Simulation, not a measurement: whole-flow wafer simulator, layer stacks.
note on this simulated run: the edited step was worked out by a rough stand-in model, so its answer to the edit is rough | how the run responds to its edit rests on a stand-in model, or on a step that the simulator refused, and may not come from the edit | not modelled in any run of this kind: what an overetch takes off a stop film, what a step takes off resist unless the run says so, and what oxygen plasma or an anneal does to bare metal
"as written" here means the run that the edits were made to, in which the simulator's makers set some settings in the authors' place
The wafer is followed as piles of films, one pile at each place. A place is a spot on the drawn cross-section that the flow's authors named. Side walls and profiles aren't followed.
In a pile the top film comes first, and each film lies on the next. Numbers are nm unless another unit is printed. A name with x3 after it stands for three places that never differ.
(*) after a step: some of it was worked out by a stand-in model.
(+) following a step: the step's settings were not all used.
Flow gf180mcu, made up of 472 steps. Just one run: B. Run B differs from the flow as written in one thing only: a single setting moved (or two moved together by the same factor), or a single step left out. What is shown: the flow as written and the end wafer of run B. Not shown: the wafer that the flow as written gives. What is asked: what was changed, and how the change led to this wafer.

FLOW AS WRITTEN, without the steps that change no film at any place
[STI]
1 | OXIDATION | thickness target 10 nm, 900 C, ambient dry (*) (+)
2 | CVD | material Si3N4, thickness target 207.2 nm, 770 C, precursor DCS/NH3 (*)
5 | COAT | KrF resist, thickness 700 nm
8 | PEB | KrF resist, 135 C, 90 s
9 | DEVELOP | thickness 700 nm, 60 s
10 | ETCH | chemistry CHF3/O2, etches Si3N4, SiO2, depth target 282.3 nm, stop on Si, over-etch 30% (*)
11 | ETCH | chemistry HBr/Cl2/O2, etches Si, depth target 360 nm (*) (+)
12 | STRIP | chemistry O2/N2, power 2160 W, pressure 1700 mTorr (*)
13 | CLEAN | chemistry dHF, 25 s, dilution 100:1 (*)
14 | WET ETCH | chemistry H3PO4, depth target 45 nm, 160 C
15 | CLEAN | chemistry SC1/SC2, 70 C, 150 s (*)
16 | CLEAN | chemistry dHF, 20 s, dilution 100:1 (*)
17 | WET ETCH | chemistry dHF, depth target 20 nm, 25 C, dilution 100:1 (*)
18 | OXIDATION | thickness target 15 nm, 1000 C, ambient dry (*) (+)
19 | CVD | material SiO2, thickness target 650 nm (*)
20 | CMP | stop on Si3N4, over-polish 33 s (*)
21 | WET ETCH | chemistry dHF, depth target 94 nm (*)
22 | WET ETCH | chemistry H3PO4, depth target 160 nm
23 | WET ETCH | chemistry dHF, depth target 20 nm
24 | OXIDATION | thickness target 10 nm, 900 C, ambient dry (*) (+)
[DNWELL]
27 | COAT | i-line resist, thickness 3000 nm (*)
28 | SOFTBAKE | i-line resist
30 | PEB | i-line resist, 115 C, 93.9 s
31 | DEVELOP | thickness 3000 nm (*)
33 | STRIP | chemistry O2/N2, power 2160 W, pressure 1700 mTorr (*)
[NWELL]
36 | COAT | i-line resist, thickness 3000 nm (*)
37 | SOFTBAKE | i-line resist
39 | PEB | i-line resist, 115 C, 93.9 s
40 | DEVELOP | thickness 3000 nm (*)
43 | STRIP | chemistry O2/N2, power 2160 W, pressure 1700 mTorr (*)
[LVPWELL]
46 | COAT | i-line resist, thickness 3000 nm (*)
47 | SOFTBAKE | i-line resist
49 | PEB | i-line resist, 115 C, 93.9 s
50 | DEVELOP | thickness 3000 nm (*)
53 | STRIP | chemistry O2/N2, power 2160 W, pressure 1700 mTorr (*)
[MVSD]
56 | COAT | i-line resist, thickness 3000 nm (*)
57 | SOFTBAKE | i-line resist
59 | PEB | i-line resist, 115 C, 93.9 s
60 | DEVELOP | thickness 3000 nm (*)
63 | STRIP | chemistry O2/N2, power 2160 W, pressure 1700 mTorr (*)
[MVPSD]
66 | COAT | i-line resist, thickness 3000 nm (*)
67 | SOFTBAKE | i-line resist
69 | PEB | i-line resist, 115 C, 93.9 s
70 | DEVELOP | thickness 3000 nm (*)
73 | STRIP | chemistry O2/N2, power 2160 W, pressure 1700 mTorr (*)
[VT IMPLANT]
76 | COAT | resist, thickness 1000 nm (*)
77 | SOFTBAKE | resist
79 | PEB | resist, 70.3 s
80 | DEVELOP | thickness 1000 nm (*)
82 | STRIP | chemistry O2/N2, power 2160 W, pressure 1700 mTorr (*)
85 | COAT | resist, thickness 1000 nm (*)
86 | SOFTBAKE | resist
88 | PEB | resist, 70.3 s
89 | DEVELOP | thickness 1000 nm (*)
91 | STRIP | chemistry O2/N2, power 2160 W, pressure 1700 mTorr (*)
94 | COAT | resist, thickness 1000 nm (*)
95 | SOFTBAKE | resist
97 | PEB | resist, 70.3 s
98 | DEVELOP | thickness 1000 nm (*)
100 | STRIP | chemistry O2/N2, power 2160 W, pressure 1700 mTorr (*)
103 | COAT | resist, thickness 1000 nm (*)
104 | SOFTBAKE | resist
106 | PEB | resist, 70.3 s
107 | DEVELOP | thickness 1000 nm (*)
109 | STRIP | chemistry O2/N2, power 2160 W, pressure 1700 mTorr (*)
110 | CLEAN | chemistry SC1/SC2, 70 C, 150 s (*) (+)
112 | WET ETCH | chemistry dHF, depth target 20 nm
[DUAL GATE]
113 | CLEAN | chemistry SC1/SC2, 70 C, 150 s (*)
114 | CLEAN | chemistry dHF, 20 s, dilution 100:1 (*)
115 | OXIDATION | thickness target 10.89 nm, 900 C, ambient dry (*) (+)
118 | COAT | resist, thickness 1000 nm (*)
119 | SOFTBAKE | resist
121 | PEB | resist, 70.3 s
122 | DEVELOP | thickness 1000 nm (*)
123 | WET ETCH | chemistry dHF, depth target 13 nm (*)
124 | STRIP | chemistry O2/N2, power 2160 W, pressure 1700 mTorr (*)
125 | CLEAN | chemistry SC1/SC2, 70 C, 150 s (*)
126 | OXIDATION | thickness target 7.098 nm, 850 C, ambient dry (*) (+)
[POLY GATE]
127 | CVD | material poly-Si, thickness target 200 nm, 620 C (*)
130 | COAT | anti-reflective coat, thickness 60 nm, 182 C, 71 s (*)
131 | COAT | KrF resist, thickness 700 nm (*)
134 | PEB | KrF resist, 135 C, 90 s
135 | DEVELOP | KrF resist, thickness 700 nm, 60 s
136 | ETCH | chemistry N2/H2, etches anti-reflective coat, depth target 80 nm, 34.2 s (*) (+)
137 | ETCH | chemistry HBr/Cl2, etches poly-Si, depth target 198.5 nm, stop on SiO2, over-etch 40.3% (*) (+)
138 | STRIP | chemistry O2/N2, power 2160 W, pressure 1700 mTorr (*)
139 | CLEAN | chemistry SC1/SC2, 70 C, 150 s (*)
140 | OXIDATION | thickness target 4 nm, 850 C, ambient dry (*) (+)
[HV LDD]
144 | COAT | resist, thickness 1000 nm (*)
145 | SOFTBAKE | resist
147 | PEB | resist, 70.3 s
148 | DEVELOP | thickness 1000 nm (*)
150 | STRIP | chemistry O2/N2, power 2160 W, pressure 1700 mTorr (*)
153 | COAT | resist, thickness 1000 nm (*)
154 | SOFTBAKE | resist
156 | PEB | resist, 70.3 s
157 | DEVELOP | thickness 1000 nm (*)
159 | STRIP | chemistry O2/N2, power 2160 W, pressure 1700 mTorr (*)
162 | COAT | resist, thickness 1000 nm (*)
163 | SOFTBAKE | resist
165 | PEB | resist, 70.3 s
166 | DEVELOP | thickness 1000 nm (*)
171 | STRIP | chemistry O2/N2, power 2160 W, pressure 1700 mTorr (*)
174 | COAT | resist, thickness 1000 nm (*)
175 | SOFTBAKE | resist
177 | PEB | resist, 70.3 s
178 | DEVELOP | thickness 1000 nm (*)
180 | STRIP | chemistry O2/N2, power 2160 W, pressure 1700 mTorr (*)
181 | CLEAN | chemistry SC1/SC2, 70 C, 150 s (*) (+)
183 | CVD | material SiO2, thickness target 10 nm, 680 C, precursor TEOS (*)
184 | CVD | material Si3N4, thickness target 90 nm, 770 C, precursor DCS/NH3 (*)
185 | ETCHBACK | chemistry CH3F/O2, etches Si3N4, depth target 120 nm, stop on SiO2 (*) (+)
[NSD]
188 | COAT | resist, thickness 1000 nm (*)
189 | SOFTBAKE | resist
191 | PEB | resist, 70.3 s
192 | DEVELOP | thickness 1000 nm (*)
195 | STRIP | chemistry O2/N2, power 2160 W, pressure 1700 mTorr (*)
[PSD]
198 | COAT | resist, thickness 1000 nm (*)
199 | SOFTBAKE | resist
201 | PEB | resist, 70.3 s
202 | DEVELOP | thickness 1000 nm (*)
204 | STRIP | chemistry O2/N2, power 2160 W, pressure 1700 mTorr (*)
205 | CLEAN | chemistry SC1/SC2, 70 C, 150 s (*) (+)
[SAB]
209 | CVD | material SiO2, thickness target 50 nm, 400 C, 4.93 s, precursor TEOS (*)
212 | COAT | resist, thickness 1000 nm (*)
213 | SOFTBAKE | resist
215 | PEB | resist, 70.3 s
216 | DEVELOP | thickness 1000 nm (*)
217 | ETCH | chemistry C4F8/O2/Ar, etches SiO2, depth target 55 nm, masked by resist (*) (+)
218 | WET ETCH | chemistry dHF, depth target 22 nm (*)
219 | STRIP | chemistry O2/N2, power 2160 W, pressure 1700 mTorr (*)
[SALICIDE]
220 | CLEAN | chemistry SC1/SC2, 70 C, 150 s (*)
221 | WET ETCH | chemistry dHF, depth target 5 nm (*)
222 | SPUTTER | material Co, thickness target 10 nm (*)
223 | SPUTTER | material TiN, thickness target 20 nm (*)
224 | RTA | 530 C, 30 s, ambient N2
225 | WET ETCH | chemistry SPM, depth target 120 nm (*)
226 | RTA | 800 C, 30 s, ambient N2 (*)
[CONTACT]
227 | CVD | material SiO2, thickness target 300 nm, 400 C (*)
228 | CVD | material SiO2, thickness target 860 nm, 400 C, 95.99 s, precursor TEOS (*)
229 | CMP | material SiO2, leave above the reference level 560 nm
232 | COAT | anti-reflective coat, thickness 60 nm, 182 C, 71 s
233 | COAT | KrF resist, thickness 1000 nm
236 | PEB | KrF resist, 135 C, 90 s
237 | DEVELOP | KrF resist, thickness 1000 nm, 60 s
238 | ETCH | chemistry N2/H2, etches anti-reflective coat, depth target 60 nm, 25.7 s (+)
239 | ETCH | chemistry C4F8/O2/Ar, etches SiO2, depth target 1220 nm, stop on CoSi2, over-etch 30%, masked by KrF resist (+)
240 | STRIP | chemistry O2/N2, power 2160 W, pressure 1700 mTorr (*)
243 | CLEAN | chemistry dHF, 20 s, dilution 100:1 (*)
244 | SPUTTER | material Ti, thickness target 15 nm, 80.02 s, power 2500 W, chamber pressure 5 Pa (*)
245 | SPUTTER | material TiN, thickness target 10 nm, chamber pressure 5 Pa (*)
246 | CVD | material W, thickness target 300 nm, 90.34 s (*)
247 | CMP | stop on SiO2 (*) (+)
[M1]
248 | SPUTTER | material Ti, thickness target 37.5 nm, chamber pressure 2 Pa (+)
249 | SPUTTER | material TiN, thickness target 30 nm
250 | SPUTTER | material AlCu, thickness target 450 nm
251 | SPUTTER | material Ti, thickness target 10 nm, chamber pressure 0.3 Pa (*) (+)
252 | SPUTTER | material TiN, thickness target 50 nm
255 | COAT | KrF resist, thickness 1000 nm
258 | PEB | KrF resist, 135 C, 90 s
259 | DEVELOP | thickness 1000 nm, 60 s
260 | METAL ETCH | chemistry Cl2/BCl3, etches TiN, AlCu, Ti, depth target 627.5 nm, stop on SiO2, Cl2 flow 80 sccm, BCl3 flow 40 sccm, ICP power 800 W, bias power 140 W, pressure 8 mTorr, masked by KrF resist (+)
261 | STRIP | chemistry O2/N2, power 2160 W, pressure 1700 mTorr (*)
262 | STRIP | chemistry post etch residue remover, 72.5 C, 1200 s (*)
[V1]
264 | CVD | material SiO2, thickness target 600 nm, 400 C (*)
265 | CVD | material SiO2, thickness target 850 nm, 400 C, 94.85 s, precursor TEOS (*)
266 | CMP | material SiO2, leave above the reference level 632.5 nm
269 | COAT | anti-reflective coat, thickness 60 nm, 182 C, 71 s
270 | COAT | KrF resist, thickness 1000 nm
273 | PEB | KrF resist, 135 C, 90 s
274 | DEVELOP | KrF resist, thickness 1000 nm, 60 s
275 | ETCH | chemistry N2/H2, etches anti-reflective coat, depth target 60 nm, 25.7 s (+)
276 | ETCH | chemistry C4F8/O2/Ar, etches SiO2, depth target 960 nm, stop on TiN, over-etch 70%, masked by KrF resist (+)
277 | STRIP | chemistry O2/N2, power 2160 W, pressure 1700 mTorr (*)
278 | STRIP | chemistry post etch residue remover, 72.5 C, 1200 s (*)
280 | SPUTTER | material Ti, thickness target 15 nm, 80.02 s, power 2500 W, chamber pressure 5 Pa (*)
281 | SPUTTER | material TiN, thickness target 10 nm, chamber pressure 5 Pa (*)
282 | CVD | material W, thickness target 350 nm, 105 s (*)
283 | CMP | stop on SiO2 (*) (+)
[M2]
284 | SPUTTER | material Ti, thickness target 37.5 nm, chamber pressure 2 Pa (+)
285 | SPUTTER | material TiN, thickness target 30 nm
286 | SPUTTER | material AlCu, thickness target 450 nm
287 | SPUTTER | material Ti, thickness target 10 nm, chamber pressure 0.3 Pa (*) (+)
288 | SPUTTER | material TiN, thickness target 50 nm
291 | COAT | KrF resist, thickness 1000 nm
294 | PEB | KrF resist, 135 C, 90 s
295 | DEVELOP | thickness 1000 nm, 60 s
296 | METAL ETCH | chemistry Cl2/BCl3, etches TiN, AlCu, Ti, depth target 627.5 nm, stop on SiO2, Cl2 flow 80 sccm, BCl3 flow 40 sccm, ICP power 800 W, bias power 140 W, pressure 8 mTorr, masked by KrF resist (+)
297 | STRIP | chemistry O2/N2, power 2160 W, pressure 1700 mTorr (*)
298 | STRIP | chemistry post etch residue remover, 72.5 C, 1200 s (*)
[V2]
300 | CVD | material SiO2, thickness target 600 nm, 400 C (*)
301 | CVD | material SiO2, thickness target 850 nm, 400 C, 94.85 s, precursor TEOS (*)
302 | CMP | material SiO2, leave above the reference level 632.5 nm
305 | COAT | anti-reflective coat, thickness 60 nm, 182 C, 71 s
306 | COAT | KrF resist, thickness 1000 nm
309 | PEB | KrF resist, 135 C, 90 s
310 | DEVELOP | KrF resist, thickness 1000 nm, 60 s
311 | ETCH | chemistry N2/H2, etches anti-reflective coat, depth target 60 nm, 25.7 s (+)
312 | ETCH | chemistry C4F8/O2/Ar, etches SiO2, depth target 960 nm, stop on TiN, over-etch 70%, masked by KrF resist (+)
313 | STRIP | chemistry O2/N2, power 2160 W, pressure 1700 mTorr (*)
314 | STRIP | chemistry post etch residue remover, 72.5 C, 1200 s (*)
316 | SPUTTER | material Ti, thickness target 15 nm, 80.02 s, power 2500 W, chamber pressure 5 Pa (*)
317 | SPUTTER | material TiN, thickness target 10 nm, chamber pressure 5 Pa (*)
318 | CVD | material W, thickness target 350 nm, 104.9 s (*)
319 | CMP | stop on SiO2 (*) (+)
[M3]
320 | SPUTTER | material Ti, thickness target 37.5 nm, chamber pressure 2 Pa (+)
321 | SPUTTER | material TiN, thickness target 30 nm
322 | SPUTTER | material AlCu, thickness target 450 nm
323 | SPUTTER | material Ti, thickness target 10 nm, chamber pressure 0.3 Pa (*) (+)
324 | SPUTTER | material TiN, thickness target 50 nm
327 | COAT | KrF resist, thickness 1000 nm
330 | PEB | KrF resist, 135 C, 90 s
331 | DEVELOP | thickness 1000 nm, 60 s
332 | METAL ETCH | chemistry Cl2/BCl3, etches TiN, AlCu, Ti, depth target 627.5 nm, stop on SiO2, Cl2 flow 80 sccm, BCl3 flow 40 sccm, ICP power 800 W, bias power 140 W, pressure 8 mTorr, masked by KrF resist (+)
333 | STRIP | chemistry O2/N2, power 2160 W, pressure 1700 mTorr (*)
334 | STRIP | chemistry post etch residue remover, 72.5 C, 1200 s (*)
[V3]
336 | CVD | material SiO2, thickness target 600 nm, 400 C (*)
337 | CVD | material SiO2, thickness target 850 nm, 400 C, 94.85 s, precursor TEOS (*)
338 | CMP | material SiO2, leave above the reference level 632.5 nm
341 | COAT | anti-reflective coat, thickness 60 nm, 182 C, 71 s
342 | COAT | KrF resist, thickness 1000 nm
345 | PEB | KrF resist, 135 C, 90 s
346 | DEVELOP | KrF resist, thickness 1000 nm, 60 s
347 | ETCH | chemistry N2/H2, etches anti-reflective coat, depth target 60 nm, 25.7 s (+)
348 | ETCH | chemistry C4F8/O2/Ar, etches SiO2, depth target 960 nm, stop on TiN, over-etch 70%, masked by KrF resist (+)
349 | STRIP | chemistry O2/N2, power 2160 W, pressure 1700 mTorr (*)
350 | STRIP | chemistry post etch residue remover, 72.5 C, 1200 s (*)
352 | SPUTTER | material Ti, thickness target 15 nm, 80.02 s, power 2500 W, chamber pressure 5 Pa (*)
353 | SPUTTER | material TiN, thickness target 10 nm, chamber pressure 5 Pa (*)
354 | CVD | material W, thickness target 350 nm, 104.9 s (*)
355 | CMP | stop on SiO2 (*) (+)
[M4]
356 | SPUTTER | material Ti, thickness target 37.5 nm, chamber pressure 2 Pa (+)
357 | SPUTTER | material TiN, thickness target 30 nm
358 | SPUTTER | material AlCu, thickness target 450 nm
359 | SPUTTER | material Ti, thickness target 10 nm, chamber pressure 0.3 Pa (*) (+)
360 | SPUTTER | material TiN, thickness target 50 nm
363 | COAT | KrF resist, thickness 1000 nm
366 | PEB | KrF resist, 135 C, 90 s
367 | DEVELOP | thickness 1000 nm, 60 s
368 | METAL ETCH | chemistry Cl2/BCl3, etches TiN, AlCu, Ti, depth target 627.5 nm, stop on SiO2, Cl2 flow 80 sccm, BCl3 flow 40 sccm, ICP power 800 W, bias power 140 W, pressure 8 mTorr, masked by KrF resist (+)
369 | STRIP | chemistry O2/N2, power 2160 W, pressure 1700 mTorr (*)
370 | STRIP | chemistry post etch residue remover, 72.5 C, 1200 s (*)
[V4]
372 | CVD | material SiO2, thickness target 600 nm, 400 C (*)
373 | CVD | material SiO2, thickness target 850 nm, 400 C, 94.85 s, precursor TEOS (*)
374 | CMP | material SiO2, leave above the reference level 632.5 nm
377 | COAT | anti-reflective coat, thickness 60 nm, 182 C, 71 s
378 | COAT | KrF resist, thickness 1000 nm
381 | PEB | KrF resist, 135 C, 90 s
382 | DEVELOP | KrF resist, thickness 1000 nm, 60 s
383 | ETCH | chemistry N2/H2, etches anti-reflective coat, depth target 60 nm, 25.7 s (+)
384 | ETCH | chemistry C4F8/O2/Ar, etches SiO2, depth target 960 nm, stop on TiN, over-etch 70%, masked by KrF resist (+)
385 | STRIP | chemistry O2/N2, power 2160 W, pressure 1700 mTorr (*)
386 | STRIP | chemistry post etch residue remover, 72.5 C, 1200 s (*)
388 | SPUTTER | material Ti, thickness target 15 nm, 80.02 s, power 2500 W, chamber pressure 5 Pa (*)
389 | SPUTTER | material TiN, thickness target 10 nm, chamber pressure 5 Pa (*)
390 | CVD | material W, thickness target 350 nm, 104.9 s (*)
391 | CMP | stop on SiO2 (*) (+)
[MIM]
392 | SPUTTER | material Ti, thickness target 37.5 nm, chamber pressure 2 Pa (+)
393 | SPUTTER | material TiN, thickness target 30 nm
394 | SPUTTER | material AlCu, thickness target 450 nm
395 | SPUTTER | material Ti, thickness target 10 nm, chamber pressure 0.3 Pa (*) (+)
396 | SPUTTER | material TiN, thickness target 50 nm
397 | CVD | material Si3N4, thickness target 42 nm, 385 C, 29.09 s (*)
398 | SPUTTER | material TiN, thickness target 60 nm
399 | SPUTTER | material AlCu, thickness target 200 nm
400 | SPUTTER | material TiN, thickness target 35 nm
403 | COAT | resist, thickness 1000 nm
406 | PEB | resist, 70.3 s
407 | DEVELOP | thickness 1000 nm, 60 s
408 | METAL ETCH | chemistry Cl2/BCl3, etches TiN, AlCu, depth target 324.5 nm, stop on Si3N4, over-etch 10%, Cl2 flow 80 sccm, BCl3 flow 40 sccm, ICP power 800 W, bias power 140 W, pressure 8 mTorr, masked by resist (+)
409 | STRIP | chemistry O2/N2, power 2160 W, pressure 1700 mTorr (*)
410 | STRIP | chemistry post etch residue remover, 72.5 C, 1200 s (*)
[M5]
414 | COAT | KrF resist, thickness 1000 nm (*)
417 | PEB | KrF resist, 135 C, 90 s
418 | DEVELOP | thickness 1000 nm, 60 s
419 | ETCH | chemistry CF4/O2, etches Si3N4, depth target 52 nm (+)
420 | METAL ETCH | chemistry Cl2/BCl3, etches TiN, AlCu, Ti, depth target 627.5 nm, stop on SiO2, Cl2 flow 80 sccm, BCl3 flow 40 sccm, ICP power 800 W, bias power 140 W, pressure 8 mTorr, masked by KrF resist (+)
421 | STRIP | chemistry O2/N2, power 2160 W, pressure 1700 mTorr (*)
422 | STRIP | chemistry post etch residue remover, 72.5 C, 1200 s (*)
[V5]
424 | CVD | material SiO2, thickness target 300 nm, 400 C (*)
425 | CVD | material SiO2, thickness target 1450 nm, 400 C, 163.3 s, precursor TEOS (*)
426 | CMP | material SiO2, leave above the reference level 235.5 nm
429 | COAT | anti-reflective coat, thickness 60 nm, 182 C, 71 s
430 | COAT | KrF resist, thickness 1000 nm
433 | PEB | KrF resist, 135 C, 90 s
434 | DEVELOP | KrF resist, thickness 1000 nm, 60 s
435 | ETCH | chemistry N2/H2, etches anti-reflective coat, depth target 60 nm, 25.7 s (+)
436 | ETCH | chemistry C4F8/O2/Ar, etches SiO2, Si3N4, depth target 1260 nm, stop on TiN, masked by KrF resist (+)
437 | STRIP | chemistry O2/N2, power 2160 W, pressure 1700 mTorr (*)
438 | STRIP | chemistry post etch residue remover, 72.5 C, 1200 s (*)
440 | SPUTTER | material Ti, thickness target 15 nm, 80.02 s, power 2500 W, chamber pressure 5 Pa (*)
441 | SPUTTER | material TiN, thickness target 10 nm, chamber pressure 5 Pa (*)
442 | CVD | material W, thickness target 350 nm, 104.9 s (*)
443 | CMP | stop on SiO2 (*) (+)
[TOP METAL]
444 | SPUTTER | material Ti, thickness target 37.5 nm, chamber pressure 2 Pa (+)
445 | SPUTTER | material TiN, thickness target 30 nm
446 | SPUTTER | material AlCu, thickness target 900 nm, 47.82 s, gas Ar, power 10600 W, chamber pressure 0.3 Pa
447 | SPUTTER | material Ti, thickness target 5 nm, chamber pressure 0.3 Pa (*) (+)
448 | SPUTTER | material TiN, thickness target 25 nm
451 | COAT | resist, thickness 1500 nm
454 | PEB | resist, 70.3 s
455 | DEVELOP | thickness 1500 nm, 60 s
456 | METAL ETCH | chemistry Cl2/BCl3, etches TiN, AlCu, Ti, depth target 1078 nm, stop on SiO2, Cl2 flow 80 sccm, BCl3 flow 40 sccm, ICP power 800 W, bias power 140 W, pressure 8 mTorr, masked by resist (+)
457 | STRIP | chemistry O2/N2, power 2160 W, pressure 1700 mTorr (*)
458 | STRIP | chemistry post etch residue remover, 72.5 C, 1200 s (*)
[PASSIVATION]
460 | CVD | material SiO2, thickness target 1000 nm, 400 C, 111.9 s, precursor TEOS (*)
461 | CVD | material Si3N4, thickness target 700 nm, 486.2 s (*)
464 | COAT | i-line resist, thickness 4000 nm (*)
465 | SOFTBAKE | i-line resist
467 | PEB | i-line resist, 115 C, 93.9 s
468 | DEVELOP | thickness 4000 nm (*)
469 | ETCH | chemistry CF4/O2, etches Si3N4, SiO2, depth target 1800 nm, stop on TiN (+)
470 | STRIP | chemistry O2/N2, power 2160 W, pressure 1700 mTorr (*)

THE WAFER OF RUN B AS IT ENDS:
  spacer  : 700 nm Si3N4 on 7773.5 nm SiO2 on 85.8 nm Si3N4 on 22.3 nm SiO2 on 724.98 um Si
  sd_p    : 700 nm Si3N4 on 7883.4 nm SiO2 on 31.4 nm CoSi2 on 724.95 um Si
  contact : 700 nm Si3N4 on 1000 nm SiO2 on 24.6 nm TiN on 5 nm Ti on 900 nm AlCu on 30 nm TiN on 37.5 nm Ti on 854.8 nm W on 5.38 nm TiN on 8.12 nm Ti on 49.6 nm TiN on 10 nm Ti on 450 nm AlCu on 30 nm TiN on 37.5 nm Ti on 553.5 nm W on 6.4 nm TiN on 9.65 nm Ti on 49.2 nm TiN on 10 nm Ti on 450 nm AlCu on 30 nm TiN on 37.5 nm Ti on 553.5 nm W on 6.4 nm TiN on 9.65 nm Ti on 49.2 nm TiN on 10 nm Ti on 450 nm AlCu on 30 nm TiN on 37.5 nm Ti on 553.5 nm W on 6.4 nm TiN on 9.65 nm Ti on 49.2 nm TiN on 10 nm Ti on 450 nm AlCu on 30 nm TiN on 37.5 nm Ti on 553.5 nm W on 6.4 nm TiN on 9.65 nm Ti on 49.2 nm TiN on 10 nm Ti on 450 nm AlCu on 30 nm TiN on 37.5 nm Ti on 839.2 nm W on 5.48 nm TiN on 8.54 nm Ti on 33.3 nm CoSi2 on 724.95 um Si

What caused this: step 183, CVD: thickness target 15.1 nm was run, while the flow as written has thickness target 10 nm.

Step by step, how the change led to this:
  183 | CVD | material SiO2, thickness target 10 nm, 680 C, precursor TEOS (*)
      field, field__w1, field__w2 and 99 more: SiO2 gains 15.1 (in the flow as written it would be: SiO2 gains 10)
      ld_drift_p: SiO2 gains 14.9 (in the flow as written it would be: SiO2 gains 9.87)
      (and at 1 other place as well)
  189 | SOFTBAKE | resist
      field__w9: resist loses 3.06 (in the flow as written it would be: resist gains 6.92)
      field_sub__w1: resist gains 9.76 (in the flow as written it would be: resist gains 7.47)
  199 | SOFTBAKE | resist
      field__w9: resist loses 3.06 (in the flow as written it would be: resist gains 6.92)
      field_sub__w1: resist gains 9.76 (in the flow as written it would be: resist gains 7.47)
  218 | WET ETCH | chemistry dHF, depth target 22 nm (*)
      gate, gate_hv, gate_p and 23 more: SiO2 loses 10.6 (all of it) (in the flow as written it would be: SiO2 loses 5.48 (all of it))
      field__w7, field__w8, field__w11 and 14 more: SiO2 loses 25.4 (in the flow as written it would be: SiO2 loses 24.6)
      (and at 55 other places as well)
  229 | CMP | material SiO2, leave above the reference level 560 nm
      field__w2: SiO2 loses 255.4 (in the flow as written it would be: SiO2 loses 250)
      field__w3: SiO2 loses 237.6 (in the flow as written it would be: SiO2 loses 232.3)
      (and at 3 other places as well)
